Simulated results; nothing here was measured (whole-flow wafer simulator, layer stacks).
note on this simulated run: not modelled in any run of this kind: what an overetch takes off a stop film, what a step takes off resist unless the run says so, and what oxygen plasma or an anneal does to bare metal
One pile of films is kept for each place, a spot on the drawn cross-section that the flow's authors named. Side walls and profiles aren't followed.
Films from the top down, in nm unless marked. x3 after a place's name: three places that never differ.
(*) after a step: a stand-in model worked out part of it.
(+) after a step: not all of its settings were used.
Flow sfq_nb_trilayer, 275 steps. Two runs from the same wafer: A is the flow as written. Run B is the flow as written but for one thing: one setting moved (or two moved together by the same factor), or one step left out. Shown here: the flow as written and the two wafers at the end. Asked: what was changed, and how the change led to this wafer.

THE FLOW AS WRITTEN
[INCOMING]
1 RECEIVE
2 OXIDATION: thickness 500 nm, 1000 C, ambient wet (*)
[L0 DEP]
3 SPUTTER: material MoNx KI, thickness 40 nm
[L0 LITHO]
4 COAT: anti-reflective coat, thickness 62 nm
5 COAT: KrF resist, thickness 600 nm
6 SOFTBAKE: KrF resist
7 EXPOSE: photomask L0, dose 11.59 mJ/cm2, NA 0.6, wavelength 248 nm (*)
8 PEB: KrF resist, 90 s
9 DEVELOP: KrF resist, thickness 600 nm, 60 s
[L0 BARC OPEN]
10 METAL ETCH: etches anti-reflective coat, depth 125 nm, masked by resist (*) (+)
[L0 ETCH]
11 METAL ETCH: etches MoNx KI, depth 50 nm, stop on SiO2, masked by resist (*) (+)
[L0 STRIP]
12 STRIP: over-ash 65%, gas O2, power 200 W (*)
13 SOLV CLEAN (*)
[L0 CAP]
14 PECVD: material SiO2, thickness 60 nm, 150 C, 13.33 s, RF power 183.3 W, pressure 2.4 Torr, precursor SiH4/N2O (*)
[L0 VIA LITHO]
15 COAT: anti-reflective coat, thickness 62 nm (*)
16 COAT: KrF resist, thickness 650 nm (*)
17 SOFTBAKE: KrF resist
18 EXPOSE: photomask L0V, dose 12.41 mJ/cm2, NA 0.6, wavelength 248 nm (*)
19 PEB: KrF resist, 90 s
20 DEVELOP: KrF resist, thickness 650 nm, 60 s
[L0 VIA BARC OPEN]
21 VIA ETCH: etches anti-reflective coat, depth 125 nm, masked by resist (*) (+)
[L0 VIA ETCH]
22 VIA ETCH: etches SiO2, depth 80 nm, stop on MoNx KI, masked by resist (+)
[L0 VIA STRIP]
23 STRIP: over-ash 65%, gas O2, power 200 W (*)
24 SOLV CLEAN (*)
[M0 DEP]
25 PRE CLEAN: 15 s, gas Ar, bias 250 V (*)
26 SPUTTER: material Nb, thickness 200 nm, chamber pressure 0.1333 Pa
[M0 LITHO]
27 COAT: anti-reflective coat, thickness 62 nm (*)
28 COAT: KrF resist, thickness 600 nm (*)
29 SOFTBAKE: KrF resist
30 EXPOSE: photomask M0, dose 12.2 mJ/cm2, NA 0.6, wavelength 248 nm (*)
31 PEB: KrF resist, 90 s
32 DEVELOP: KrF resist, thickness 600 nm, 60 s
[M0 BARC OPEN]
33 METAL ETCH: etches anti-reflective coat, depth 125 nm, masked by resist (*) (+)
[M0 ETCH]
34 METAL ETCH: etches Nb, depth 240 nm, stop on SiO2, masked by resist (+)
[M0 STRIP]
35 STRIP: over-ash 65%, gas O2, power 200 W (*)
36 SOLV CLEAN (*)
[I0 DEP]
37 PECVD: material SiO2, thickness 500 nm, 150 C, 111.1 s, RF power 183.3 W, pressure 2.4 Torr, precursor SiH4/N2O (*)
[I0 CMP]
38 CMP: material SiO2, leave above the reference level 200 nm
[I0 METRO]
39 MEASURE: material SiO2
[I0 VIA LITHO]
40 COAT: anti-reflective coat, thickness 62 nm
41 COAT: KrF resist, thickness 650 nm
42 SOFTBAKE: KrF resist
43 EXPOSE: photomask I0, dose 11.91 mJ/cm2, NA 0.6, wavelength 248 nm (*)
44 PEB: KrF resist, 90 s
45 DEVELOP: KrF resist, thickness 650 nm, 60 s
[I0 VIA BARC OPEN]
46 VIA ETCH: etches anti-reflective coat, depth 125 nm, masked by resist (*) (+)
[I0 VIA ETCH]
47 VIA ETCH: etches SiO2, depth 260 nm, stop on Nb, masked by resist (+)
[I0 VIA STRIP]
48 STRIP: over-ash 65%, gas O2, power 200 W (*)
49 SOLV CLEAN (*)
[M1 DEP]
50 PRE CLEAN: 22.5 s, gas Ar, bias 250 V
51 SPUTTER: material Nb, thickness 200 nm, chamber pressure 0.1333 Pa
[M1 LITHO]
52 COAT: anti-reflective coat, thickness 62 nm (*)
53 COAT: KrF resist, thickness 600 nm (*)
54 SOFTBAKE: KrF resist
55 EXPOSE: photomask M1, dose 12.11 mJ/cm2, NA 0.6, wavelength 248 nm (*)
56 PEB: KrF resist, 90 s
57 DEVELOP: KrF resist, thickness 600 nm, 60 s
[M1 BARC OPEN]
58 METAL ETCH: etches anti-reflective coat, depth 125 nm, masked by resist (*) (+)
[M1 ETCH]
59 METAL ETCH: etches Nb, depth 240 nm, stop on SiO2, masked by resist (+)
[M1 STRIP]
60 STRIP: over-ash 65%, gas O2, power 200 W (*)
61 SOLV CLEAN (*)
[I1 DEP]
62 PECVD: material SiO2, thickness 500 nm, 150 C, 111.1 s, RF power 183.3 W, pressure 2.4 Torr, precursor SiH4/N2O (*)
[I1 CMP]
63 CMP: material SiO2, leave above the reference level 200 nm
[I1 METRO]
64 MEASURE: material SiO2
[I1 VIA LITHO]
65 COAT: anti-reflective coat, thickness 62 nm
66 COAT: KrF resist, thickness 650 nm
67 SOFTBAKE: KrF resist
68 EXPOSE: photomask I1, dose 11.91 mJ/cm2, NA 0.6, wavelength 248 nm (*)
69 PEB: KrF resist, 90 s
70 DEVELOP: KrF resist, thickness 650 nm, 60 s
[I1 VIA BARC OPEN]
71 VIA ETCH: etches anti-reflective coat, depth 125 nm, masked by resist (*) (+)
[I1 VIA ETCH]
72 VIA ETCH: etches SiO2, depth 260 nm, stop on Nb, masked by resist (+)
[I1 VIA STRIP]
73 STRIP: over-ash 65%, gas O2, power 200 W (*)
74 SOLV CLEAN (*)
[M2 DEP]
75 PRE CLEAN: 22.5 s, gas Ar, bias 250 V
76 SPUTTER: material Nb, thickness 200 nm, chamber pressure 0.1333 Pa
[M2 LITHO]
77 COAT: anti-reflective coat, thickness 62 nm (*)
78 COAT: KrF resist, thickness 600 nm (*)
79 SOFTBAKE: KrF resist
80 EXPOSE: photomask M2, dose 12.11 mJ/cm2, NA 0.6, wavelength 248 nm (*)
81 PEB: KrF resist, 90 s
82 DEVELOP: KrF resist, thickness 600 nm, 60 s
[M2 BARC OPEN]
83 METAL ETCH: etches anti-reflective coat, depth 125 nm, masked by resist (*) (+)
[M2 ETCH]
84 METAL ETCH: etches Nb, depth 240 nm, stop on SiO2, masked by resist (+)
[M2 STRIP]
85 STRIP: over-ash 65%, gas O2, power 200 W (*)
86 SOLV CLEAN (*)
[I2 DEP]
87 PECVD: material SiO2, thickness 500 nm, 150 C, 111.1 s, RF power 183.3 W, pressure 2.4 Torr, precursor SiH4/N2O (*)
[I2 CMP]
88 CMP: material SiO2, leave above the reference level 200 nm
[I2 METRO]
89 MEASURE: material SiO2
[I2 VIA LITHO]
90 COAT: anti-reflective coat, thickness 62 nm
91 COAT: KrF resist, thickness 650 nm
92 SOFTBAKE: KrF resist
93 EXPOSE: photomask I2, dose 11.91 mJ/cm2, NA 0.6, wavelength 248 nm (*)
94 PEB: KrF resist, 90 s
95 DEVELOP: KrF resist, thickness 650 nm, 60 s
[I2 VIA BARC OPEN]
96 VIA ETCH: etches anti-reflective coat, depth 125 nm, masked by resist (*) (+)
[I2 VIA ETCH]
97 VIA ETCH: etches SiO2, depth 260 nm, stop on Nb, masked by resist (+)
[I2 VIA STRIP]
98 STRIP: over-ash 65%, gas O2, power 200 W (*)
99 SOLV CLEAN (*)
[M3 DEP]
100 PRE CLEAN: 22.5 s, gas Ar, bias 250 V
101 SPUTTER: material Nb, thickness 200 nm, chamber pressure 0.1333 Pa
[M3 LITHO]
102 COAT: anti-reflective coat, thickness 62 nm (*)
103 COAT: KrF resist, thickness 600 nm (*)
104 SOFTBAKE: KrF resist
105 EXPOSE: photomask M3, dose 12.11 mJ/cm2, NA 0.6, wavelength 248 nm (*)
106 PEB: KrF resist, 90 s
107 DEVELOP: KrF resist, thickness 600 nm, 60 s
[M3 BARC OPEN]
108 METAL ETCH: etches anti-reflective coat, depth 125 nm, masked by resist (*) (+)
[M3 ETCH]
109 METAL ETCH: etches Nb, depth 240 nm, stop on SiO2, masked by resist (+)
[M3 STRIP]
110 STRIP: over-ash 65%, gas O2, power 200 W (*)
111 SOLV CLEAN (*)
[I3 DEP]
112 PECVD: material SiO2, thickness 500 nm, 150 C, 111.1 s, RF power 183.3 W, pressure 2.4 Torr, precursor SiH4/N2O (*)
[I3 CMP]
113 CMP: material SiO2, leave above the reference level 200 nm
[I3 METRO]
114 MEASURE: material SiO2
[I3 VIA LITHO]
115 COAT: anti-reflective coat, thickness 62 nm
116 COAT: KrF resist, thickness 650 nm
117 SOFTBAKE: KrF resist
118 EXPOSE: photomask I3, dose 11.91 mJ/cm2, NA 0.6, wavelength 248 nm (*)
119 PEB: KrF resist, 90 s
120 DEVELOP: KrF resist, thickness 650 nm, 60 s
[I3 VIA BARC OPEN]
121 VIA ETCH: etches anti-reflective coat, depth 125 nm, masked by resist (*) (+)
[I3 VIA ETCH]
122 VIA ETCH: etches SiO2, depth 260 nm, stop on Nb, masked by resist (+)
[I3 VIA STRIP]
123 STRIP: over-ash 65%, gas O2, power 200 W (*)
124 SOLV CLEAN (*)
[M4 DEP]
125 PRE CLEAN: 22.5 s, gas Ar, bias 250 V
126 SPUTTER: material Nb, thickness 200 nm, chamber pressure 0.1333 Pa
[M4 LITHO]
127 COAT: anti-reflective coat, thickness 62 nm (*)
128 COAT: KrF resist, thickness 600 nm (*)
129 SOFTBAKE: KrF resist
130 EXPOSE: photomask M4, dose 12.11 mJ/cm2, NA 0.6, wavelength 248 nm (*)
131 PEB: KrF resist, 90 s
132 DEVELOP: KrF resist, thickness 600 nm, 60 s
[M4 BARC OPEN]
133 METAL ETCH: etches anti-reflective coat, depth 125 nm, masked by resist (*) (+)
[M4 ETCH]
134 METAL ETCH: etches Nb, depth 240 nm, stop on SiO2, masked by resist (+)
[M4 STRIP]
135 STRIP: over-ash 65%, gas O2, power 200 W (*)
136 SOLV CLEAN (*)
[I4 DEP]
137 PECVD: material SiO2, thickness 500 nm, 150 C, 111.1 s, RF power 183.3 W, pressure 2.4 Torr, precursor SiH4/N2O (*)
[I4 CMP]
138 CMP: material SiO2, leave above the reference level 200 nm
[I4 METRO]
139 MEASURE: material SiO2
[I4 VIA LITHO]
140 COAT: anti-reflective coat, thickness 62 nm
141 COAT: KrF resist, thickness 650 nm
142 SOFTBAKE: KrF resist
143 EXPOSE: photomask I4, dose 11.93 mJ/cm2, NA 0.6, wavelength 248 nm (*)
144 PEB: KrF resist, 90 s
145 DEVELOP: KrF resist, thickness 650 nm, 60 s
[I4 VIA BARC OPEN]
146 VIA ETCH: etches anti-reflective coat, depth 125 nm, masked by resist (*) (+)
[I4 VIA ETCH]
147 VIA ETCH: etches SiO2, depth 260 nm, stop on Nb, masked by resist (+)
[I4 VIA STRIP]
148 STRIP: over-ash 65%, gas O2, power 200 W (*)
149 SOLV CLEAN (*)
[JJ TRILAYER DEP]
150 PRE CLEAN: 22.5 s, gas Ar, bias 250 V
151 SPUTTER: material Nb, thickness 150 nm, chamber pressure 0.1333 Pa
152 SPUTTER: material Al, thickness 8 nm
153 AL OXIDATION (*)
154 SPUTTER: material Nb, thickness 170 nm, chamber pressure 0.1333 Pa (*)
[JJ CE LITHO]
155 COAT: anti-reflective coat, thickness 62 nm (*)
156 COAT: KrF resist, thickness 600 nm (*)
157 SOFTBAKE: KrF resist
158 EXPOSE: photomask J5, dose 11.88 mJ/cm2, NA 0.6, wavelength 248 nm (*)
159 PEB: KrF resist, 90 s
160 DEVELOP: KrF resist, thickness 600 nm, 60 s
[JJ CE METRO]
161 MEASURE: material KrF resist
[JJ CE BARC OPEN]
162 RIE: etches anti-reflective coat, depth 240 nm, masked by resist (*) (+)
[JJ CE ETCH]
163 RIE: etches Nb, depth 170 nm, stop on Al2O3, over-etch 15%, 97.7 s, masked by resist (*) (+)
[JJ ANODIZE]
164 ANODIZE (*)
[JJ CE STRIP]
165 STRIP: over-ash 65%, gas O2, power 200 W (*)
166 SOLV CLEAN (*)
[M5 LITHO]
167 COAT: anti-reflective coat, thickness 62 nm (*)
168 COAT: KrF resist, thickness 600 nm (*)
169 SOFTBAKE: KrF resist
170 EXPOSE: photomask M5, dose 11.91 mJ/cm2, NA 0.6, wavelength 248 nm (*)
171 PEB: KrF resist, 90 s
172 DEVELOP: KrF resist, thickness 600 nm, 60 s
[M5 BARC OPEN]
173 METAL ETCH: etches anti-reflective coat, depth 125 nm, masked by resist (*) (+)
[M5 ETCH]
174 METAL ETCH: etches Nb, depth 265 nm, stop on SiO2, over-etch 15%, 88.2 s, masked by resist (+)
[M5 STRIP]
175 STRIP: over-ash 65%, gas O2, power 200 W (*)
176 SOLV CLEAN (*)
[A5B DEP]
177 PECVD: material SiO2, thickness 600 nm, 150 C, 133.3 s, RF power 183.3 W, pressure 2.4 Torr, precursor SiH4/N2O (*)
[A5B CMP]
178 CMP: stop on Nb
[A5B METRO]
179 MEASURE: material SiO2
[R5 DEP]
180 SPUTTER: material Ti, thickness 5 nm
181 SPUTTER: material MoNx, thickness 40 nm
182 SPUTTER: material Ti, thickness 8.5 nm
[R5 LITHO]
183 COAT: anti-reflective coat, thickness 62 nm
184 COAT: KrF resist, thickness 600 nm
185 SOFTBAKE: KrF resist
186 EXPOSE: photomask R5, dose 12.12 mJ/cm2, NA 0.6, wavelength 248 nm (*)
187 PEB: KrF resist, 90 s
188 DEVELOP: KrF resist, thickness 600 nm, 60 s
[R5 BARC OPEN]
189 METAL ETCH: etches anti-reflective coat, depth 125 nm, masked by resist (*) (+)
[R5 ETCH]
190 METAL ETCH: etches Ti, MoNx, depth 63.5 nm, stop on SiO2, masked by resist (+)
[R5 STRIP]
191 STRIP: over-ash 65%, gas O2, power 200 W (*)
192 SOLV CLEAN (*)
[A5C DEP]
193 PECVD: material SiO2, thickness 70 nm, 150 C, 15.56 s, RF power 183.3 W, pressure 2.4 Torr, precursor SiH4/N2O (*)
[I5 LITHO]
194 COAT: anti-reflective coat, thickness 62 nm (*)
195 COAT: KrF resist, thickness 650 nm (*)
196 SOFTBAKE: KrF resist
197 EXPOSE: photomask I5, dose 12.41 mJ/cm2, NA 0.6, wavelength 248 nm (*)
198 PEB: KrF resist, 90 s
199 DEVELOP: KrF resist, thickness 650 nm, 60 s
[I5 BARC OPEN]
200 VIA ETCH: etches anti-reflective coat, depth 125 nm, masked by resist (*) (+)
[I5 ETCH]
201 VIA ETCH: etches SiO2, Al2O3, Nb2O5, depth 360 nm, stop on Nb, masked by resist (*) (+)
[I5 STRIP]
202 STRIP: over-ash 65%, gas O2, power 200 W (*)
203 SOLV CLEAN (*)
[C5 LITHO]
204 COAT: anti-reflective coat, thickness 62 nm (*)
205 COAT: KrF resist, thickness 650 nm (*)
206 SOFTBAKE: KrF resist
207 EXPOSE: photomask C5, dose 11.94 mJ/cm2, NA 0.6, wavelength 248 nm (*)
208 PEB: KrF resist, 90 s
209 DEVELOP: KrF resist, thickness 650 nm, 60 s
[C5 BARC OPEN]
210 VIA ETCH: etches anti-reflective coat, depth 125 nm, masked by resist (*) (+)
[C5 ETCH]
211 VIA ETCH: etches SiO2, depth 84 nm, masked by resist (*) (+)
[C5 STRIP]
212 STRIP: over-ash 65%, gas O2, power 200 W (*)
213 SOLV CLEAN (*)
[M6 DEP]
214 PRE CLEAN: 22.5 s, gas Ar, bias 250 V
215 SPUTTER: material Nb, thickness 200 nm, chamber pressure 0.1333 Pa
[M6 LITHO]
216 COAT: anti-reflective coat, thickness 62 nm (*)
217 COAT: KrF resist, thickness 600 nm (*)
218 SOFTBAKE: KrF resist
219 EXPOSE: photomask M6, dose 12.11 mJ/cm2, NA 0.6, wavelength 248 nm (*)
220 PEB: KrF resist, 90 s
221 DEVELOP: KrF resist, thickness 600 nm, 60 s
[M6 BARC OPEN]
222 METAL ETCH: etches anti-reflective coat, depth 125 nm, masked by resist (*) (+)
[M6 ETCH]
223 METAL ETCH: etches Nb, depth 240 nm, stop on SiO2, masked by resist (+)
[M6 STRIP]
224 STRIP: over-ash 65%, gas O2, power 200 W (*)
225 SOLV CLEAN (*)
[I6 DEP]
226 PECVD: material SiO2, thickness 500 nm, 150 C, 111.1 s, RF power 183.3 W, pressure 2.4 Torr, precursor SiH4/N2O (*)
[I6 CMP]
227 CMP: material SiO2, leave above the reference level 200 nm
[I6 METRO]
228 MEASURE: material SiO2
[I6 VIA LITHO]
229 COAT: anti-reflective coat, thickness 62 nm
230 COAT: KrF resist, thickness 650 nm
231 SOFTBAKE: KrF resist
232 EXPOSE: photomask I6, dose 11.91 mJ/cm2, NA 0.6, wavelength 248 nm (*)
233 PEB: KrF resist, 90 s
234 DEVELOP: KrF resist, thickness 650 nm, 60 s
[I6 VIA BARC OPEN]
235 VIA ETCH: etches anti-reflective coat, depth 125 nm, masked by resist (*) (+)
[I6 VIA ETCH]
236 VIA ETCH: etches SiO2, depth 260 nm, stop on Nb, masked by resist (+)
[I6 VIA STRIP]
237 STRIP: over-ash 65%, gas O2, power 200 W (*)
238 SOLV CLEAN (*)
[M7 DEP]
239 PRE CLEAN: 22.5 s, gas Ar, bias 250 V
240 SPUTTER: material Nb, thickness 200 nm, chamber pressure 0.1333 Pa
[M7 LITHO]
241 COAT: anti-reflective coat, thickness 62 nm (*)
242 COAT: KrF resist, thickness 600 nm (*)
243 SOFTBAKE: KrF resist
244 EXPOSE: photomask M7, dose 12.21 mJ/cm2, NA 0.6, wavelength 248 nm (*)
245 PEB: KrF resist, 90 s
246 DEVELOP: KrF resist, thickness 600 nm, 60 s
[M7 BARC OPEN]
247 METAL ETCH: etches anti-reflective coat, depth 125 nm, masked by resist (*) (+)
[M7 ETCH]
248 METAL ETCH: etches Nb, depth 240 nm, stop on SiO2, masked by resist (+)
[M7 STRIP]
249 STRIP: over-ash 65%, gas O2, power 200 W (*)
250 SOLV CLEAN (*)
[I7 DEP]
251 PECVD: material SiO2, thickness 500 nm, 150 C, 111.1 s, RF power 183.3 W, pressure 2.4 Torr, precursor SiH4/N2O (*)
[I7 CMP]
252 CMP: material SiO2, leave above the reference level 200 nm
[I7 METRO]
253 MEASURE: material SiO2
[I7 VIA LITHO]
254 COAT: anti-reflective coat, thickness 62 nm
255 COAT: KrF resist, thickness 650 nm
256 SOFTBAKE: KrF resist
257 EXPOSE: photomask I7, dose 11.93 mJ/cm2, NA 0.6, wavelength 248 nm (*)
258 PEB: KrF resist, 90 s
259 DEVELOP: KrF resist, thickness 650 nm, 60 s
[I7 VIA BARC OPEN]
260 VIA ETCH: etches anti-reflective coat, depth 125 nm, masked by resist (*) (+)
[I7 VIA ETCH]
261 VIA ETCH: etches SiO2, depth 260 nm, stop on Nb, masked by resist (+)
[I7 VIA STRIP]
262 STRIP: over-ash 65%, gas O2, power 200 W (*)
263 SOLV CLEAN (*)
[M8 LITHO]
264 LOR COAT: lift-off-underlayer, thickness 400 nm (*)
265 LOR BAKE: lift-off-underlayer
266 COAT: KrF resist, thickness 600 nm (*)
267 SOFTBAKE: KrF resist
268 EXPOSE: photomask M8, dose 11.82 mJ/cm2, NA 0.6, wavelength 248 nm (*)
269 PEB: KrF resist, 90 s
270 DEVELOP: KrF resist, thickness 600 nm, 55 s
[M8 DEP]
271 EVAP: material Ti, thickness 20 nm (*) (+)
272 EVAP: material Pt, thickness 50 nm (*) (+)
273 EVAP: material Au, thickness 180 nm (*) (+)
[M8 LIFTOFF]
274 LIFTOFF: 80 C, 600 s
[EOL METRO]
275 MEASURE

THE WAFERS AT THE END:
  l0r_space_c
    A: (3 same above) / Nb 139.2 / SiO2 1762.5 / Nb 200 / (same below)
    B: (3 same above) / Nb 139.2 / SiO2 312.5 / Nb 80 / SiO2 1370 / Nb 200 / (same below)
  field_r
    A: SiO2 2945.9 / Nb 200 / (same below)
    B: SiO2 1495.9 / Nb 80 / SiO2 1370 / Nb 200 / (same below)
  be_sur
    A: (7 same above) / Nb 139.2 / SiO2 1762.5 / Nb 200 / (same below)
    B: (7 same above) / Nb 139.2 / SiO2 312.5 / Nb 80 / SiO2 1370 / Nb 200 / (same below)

The cause: step 134, METAL ETCH: depth 120 nm was run, where the flow has depth 240 nm.

How the change led to this, step by step:
  134 METAL ETCH: etches Nb, depth 240 nm, stop on SiO2, masked by resist (+)
      field_l, be, be_sur and 64 more: A Nb -200 (all of it) | B Nb -120
      v_sur, via_wl, via_w and 36 more: A KrF resist -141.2 | B KrF resist -70.6
  135 STRIP: over-ash 65%, gas O2, power 200 W (*)
      p4_fl x3, p4_w1 x9, p4_g1 x2 and 15 more: A KrF resist -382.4 (all of it), anti-reflective coat -62 (all of it) | B KrF resist -453 (all of it), anti-reflective coat -62 (all of it)
      ln_m5, lsp_m, ln_m6: A KrF resist -381.9 (all of it), anti-reflective coat -61.8 (all of it) | B KrF resist -452.5 (all of it), anti-reflective coat -61.8 (all of it)
      (and at 7 more places)
  137 PECVD: material SiO2, thickness 500 nm, 150 C, 111.1 s, RF power 183.3 W, pressure 2.4 Torr, precursor SiH4/N2O (*)
      field_l, be, be_sur and 55 more: A SiO2 +500 | B SiO2 +500 (new film)
      p3_s0 x6: A SiO2 +557.1 | B SiO2 +500 (new film)
      (and at 3 more places)
  138 CMP: material SiO2, leave above the reference level 200 nm
      field_l, be, be_sur and 55 more: A SiO2 -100 | B SiO2 -180
      p3_s0 x6: A SiO2 -157.1 | B SiO2 -180
      (and at 3 more places)
Counting metal films that touch as one body, l0r_space_c has 3 bodies (between them, from the top down: SiO2 312.5; SiO2 1370); the flow as written gives 2 bodies (between them, from the top down: SiO2 1762.5).
Counting metal films that touch as one body, field_r has 2 bodies (between them, from the top down: SiO2 1370); the flow as written gives 1 body.
Counting metal films that touch as one body, be_sur has 5 bodies (between them, from the top down: SiO2 192.5; SiO2 209 / Al2O3 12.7 / Nb2O5 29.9; SiO2 312.5; SiO2 1370); the flow as written gives 4 bodies (between them, from the top down: SiO2 192.5; SiO2 209 / Al2O3 12.7 / Nb2O5 29.9; SiO2 1762.5).
